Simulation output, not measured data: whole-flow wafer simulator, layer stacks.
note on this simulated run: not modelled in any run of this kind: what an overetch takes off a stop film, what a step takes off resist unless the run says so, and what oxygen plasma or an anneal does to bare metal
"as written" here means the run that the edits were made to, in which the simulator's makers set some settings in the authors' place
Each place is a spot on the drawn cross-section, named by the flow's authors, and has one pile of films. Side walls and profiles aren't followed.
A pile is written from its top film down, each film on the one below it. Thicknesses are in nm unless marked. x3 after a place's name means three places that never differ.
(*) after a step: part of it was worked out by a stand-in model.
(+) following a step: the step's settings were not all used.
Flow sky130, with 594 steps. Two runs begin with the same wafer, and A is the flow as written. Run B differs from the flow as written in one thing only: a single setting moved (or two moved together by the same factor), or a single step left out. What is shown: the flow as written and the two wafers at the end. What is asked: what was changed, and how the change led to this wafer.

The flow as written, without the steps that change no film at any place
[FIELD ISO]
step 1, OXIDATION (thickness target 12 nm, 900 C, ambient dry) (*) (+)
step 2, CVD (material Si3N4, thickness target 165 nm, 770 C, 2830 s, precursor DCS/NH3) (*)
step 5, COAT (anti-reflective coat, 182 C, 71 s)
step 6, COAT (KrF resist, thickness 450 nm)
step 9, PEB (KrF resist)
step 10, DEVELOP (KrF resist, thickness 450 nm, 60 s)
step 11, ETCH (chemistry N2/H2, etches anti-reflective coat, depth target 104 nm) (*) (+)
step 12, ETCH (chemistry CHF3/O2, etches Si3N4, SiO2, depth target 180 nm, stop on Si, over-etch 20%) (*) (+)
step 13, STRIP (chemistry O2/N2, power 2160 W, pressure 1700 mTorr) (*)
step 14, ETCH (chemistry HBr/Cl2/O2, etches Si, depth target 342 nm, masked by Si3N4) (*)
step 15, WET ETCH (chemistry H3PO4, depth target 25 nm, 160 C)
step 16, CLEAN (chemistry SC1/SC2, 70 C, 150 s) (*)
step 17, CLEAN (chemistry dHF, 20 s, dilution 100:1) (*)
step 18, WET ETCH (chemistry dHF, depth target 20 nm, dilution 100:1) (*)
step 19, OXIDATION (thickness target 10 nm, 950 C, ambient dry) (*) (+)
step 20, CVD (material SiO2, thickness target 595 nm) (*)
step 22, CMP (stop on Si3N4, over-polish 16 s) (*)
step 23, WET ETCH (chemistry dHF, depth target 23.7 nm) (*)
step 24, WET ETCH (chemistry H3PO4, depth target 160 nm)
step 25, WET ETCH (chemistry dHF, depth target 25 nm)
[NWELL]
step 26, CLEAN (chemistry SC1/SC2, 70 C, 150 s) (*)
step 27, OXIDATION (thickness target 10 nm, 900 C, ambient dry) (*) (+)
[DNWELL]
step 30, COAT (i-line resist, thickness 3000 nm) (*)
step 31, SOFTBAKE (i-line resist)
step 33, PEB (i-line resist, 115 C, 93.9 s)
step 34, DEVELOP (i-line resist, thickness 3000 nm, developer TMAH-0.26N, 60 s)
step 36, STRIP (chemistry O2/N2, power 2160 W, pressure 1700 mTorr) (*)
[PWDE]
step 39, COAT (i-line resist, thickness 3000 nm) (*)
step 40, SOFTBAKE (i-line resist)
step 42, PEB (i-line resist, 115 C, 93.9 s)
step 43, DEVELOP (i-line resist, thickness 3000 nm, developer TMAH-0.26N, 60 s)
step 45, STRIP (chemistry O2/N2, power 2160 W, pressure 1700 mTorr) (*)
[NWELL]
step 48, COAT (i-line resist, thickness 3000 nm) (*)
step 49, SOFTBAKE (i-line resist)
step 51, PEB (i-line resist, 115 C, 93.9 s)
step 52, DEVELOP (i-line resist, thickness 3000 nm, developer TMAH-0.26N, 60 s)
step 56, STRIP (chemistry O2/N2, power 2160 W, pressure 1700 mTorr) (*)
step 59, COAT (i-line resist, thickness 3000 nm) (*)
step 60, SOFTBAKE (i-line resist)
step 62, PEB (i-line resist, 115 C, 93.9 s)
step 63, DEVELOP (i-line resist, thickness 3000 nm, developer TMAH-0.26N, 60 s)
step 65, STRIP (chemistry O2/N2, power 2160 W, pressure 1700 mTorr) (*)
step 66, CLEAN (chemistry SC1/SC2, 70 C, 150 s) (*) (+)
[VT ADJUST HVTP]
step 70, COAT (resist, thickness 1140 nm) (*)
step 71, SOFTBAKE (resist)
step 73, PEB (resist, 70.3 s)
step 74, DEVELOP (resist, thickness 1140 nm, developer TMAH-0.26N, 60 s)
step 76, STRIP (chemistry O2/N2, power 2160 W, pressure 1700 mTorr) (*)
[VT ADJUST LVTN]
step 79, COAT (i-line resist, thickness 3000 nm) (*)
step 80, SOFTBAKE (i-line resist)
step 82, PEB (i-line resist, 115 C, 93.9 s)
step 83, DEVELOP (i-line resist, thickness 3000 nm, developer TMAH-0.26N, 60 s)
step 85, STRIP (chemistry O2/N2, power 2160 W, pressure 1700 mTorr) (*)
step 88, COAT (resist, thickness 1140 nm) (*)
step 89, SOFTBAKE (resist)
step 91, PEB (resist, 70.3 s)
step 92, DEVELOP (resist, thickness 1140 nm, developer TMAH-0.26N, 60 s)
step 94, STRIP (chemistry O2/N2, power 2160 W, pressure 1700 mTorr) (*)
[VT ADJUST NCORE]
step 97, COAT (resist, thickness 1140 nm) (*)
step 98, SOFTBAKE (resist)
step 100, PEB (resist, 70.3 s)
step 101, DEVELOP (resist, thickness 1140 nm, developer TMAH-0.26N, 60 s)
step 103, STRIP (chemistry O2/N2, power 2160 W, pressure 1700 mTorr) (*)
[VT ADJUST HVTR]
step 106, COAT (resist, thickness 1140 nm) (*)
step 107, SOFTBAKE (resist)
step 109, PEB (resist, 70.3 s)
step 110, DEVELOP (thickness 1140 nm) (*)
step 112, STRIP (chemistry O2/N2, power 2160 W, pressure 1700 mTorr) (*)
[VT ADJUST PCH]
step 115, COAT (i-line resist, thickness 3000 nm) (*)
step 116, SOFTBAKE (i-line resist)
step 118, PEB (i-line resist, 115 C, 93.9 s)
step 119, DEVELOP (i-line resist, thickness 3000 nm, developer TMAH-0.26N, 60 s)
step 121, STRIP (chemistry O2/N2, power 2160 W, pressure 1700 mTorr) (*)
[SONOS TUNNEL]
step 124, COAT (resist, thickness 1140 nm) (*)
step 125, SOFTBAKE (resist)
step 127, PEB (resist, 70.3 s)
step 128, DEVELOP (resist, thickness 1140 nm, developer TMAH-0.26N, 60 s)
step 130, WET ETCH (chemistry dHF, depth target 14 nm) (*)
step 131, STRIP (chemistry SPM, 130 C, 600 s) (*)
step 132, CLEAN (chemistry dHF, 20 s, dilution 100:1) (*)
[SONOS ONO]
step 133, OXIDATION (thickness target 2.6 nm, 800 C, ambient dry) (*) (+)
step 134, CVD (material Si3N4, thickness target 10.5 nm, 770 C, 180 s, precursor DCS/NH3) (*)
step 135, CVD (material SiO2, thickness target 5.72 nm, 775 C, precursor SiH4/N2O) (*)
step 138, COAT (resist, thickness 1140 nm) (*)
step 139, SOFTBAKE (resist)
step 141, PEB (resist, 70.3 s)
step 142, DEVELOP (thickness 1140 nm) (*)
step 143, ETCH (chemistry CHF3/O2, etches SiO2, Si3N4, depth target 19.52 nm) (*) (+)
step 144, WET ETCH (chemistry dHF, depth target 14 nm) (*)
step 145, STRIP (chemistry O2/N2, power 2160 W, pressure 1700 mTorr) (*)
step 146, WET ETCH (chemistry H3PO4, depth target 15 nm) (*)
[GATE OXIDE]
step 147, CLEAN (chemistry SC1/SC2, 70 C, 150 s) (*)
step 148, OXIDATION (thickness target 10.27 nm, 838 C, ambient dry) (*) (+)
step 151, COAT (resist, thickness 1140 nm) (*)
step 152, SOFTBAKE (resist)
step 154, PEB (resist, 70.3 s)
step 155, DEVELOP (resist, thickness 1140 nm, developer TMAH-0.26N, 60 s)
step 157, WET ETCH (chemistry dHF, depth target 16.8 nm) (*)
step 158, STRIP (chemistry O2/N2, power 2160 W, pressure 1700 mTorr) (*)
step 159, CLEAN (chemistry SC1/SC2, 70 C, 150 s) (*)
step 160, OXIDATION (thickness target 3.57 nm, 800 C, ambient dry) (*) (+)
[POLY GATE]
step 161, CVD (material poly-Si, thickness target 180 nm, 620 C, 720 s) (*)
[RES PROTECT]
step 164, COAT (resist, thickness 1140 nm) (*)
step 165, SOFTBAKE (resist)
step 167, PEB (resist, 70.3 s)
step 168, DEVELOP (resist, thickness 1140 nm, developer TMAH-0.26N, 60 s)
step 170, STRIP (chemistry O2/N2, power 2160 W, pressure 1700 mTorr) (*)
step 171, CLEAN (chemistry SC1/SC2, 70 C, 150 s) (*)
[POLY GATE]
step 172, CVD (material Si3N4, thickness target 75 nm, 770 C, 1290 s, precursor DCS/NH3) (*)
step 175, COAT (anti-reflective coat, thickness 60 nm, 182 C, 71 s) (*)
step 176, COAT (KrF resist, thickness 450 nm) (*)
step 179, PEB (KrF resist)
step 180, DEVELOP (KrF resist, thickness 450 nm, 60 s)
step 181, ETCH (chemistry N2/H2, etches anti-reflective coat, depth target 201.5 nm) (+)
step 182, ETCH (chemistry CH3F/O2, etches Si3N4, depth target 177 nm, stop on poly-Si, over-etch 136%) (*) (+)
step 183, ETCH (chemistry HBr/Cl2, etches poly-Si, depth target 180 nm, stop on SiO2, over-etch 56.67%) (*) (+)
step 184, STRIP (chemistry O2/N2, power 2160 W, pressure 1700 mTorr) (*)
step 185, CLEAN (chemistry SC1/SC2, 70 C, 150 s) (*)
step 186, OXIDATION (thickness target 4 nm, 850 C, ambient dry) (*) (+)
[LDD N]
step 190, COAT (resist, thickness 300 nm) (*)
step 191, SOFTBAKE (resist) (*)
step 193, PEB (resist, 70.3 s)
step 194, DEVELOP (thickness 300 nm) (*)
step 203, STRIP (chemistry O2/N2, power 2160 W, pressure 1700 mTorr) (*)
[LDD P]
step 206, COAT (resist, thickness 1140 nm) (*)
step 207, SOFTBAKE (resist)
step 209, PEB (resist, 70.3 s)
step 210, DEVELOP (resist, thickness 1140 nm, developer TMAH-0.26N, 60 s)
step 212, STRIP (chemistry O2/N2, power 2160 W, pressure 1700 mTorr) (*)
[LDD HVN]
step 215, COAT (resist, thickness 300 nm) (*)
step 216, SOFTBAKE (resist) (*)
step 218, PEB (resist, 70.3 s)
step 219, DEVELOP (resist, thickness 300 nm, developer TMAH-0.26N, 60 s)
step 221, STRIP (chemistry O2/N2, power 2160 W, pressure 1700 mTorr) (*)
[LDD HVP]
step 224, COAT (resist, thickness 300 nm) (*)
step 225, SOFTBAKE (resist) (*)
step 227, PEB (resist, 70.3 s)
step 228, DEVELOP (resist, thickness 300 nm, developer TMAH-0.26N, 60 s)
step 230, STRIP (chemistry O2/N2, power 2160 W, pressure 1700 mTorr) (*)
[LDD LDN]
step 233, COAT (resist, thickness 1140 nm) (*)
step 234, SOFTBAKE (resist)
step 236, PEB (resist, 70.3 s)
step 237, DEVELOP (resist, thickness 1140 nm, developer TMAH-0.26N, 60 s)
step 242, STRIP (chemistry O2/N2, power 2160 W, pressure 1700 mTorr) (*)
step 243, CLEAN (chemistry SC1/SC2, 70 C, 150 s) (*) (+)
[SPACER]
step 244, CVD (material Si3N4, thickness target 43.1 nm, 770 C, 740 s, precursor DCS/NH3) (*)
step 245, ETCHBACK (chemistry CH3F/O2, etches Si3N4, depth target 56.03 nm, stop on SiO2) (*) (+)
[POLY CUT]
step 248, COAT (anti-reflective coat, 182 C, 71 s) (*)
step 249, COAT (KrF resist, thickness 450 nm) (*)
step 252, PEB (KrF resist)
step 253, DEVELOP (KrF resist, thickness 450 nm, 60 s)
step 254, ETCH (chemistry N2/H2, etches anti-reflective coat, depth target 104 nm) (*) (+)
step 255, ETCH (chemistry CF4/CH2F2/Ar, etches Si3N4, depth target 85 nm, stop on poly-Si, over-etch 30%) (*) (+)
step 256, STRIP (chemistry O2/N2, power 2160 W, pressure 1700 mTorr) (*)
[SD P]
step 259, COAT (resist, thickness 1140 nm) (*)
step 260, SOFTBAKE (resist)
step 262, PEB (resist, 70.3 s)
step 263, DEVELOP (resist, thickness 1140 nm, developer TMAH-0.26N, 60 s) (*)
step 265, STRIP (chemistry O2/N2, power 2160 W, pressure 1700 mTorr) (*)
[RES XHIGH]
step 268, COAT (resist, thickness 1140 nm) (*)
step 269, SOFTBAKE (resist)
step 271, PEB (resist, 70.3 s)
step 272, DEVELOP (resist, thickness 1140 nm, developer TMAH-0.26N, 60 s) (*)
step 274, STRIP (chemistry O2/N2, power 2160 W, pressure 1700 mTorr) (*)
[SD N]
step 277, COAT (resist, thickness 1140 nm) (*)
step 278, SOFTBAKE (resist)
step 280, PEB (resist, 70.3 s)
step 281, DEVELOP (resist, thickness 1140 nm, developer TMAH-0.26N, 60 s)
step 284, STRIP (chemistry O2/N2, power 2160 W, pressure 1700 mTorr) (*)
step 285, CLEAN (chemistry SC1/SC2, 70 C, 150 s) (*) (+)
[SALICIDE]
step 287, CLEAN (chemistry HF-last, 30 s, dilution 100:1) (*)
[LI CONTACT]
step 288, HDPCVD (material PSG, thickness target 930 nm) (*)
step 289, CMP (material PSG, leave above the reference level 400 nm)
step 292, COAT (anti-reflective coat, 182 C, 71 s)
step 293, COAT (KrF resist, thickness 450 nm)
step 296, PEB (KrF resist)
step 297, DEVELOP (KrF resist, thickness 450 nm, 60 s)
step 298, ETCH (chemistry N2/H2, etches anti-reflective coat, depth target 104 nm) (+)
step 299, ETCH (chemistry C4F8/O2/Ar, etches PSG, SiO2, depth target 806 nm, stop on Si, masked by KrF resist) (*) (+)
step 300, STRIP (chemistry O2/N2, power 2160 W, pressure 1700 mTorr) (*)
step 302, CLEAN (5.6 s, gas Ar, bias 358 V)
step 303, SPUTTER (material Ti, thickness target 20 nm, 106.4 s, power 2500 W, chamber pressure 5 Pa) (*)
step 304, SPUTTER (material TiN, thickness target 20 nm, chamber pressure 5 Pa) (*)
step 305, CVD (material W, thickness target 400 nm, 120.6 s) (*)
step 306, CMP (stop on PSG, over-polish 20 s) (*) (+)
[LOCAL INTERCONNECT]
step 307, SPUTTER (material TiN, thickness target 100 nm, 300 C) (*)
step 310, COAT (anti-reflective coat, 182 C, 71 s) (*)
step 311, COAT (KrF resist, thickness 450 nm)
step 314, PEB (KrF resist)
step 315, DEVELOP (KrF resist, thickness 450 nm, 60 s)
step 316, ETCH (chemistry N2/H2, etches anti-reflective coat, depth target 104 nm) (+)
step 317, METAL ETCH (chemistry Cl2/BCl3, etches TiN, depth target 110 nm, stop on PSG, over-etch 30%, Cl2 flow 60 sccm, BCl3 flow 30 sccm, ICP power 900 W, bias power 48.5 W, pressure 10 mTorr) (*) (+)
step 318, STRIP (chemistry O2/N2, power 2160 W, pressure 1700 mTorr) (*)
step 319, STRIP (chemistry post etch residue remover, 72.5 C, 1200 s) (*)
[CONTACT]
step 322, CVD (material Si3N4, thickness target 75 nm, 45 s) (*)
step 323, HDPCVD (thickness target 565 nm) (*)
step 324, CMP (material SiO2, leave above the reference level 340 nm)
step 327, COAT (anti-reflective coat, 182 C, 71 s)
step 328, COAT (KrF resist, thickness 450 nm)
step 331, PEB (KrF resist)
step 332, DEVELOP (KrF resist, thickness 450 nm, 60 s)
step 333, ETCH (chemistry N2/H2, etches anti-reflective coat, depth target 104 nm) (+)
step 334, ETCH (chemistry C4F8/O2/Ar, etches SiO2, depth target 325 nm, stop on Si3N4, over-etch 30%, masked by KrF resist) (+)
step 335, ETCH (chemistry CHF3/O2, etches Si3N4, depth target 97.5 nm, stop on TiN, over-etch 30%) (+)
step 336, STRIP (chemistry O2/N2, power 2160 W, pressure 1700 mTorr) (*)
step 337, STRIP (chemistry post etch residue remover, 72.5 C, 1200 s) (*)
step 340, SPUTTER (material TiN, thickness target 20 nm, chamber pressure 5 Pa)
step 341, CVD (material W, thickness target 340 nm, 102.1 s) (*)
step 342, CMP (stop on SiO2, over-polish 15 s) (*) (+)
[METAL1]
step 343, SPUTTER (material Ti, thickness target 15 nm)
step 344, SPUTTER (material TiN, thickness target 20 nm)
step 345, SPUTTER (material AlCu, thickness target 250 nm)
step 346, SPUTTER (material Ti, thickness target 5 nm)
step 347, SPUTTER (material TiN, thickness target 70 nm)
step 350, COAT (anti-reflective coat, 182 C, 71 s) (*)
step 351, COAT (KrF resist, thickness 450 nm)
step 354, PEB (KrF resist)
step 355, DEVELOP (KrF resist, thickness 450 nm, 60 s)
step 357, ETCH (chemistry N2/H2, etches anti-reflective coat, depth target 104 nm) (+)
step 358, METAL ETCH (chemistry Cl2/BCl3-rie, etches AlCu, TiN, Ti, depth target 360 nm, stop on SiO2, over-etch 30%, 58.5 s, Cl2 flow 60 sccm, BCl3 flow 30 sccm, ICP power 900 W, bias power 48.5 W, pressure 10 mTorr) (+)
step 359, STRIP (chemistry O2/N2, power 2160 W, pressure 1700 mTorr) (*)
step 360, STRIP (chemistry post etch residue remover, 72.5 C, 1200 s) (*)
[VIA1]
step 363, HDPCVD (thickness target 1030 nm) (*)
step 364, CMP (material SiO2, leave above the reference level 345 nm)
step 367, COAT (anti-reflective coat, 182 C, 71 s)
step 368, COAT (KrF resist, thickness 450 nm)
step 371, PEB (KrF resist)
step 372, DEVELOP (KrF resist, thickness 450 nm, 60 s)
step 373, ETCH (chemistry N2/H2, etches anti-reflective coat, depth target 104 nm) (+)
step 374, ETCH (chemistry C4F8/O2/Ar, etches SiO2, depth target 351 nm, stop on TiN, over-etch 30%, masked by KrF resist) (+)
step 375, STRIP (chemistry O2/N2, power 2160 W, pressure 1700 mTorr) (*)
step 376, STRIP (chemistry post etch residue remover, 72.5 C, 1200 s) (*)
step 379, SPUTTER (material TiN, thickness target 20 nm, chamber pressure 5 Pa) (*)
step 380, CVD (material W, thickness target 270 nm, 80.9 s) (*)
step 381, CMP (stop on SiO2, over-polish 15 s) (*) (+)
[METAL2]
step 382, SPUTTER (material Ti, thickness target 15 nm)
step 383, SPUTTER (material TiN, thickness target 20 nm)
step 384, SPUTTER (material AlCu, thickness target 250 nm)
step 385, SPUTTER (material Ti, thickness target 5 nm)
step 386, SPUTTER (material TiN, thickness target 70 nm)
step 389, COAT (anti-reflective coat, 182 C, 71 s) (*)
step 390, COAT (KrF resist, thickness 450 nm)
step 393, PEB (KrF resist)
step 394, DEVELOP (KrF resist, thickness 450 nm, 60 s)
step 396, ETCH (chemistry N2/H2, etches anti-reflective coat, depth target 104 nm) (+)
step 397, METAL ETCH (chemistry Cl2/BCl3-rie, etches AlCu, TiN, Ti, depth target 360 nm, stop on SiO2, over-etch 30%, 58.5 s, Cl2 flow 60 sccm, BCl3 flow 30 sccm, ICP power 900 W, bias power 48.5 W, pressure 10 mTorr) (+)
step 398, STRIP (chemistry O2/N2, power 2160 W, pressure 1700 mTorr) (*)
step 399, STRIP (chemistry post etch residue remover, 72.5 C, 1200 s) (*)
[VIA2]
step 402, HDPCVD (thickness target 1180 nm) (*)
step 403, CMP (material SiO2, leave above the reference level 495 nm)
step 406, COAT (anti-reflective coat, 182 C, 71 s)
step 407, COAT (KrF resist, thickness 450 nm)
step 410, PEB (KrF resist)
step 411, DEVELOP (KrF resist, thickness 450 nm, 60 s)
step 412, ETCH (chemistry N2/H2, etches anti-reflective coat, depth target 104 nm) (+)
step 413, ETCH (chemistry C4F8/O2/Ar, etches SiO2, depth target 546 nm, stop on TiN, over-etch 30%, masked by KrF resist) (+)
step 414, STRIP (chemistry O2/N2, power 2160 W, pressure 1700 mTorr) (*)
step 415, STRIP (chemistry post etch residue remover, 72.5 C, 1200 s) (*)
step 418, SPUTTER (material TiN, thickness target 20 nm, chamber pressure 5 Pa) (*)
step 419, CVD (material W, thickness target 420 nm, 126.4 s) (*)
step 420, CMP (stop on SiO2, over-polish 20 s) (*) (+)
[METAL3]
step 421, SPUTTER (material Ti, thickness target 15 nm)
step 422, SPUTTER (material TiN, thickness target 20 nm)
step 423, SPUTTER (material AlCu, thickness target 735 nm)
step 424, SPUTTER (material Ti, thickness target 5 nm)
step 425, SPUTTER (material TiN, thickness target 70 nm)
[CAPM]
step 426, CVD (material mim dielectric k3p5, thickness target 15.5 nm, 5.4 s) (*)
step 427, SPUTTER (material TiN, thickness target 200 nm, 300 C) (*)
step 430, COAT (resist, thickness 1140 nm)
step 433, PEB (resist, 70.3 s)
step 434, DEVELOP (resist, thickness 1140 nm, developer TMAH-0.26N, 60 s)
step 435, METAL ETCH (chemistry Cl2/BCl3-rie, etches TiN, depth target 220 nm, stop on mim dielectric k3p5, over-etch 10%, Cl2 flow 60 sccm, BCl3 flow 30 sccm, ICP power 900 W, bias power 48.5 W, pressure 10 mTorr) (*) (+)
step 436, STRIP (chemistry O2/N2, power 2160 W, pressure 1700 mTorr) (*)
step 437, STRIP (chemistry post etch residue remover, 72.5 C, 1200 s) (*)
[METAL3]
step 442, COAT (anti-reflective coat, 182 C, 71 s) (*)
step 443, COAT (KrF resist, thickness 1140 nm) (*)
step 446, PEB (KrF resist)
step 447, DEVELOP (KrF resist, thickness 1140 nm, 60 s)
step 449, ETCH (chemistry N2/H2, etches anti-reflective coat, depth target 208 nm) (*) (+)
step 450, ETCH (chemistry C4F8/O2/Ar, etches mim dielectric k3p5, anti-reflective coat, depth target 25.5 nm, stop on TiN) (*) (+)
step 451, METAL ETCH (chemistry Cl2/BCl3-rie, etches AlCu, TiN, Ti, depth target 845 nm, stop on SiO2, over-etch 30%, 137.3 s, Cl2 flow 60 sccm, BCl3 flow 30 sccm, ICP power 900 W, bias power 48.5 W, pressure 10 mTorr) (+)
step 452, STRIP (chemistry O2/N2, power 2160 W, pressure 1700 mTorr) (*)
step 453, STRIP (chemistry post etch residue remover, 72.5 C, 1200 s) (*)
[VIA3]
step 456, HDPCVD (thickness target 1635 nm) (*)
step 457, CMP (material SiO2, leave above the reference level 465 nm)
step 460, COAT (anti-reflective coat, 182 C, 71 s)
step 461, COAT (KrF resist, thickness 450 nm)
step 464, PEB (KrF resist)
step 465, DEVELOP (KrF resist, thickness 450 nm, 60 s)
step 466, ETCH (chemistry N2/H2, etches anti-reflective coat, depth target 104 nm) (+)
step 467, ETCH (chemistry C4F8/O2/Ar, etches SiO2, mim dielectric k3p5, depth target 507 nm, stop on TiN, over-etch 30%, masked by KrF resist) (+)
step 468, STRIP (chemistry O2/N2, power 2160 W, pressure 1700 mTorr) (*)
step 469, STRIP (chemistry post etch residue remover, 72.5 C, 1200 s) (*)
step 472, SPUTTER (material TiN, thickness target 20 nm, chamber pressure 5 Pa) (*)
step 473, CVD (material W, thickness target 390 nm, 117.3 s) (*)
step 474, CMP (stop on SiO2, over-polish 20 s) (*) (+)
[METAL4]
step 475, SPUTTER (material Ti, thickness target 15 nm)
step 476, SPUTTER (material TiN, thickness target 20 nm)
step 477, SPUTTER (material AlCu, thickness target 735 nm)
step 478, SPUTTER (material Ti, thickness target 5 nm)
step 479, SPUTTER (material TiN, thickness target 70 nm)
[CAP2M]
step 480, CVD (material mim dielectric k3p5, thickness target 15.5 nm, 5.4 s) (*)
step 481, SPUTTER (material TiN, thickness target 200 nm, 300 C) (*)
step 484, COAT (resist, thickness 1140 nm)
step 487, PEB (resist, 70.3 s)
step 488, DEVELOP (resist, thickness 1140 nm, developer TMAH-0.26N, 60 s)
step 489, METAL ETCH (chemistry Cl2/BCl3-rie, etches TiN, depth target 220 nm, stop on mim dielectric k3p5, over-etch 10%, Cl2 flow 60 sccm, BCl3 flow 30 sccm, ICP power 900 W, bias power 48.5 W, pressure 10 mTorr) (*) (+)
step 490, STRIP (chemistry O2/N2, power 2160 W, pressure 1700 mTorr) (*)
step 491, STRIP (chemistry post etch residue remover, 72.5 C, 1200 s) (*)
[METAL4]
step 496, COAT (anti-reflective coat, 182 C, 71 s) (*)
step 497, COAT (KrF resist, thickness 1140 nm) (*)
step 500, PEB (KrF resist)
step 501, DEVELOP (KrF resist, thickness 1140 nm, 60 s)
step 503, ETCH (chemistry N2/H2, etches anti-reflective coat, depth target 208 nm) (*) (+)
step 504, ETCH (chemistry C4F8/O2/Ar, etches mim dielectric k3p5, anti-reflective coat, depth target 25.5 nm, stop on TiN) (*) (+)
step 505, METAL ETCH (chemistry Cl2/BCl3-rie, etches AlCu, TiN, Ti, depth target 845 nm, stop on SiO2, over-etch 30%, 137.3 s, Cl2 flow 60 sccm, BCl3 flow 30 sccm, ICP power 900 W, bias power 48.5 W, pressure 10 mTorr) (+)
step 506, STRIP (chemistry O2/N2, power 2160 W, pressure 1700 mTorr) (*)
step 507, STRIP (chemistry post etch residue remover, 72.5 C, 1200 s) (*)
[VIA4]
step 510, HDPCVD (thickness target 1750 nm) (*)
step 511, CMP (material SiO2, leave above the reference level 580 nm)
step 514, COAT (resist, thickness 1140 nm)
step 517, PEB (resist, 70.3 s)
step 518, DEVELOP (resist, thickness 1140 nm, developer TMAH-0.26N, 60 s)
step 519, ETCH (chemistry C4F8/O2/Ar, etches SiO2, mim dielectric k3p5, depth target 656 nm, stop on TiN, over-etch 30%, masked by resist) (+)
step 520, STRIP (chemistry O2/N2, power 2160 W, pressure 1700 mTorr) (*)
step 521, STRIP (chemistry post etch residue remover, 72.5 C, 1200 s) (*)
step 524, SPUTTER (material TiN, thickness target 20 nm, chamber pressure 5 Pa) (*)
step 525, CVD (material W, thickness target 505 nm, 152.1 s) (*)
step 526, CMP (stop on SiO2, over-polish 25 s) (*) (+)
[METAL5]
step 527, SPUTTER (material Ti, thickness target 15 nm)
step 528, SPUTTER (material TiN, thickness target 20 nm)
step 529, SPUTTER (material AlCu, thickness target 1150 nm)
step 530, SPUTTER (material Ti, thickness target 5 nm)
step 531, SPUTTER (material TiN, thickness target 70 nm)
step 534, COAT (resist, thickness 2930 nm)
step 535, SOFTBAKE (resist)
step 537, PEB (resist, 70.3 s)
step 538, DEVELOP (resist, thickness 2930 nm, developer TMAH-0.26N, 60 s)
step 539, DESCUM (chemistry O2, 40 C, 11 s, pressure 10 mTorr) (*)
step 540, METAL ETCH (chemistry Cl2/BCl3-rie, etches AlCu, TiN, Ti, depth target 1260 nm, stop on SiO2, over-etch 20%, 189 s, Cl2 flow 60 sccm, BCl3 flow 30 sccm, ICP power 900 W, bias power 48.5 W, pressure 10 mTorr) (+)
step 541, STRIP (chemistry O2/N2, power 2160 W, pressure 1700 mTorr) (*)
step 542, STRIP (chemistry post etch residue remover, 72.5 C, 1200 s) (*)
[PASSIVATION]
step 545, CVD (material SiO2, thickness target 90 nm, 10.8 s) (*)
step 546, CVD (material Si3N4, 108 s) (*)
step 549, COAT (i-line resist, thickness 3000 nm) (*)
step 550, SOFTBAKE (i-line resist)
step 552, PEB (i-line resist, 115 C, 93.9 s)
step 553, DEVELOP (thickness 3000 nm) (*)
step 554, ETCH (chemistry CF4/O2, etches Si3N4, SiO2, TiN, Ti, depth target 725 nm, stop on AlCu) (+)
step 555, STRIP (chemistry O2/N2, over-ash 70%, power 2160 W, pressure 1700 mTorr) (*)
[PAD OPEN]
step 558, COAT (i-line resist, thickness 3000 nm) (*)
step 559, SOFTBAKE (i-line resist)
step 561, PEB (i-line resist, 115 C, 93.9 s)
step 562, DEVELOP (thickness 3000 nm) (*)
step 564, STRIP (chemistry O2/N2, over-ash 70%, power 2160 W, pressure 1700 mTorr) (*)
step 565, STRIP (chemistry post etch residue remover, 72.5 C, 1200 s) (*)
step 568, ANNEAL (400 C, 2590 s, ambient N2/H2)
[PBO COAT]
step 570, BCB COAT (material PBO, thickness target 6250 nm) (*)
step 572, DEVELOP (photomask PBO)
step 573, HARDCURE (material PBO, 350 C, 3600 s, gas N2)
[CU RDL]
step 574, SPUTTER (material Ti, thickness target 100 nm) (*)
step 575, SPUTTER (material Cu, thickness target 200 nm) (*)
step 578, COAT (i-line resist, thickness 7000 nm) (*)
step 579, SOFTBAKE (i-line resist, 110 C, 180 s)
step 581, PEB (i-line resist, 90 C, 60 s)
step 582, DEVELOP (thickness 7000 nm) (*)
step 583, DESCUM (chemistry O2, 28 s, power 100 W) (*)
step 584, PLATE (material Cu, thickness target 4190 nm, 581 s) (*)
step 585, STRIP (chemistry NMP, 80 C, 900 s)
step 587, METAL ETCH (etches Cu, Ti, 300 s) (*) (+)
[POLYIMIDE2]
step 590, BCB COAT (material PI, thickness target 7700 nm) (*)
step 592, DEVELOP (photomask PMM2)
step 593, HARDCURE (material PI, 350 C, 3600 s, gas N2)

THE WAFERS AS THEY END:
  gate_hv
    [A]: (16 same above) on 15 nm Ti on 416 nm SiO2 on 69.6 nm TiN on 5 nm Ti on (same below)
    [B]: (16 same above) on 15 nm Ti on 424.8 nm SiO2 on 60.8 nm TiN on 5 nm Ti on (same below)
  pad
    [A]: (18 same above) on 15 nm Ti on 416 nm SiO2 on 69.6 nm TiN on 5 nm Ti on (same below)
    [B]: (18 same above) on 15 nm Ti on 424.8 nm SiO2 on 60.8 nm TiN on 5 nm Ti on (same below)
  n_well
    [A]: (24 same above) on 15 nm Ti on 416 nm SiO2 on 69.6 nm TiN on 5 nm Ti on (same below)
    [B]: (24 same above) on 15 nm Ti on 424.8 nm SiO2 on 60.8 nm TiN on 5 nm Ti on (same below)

The reason: step 386, SPUTTER: thickness target 61.2 nm was run, while the flow as written has thickness target 70 nm.

The path from the change to this, step by step:
  step 386, SPUTTER (material TiN, thickness target 70 nm)
      field, active, n_well and 188 more: A +70 TiN (new film) | B +61.2 TiN (new film)
  step 397, METAL ETCH (chemistry Cl2/BCl3-rie, etches AlCu, TiN, Ti, depth target 360 nm, stop on SiO2, over-etch 30%, 58.5 s, Cl2 flow 60 sccm, BCl3 flow 30 sccm, ICP power 900 W, bias power 48.5 W, pressure 10 mTorr) (+)
      field, active, gate and 82 more: A -68.7 TiN (all of it), -5 Ti (all of it), -250 AlCu (all of it), -20 TiN (all of it), -15 Ti (all of it), -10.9 SiO2 | B -59.9 TiN (all of it), -5 Ti (all of it), -250 AlCu (all of it), -20 TiN (all of it), -15 Ti (all of it), -11.8 SiO2
  step 413, ETCH (chemistry C4F8/O2/Ar, etches SiO2, depth target 546 nm, stop on TiN, over-etch 30%, masked by KrF resist) (+)
      m1: A -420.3 SiO2 (all of it) | B -429.1 SiO2 (all of it)
      via2_hole: A -419.8 SiO2 (all of it) | B -428.6 SiO2 (all of it)
